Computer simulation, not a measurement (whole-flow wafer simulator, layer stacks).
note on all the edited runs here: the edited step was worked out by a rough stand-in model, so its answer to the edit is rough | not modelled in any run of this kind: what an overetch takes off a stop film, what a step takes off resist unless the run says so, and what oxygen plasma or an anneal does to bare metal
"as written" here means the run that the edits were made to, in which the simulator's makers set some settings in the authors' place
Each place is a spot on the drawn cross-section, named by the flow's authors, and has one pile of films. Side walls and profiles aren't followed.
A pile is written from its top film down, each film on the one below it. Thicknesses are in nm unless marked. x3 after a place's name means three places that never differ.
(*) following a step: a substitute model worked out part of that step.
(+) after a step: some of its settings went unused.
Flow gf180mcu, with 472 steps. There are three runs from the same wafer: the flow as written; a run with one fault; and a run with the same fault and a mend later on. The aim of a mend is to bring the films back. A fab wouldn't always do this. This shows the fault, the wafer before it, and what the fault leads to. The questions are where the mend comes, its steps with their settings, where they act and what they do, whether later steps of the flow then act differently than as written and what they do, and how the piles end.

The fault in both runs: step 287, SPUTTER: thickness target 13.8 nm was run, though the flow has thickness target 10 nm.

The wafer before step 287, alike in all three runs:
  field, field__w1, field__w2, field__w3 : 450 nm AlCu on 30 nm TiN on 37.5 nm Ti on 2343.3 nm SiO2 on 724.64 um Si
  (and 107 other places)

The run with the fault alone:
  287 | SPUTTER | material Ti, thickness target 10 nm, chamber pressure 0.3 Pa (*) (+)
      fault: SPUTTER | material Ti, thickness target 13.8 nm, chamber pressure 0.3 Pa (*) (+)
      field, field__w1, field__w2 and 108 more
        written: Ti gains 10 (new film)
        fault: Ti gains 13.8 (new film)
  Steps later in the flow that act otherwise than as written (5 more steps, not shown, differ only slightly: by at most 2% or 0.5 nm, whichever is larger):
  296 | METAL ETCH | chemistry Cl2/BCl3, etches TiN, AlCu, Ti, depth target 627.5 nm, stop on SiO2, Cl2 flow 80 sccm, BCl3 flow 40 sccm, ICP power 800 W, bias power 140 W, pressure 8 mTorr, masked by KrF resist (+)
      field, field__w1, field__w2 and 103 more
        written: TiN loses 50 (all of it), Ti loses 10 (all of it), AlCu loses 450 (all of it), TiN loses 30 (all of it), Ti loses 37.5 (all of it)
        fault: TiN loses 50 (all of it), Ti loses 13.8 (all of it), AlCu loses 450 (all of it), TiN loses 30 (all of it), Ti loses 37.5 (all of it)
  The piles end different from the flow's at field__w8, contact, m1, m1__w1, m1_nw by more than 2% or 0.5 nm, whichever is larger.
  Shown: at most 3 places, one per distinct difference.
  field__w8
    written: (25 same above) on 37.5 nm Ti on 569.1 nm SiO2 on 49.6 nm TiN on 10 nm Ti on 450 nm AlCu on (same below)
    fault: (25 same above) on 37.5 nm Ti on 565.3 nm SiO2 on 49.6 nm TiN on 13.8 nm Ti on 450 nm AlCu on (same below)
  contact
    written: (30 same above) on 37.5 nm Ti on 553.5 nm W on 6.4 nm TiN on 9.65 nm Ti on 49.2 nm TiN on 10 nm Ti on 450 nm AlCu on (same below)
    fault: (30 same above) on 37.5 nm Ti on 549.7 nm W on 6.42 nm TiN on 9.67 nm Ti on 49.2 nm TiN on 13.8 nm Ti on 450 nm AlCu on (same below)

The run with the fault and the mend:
  The mend follows step 287.
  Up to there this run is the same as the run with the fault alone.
  287a | METAL ETCH | chemistry Cl2/BCl3, etches TiN, AlCu, Ti, depth target 3.8 nm, Cl2 flow 80 sccm, BCl3 flow 40 sccm, ICP power 800 W, bias power 140 W, pressure 8 mTorr (the flow's step 260 again, with other settings)
      field, field__w1, field__w2 and 108 more
        Ti loses 3.8
  None of the later steps of the flow acts differently than as written at any place that is followed.
  By the end, the piles equal the flow's at every place that both follow.
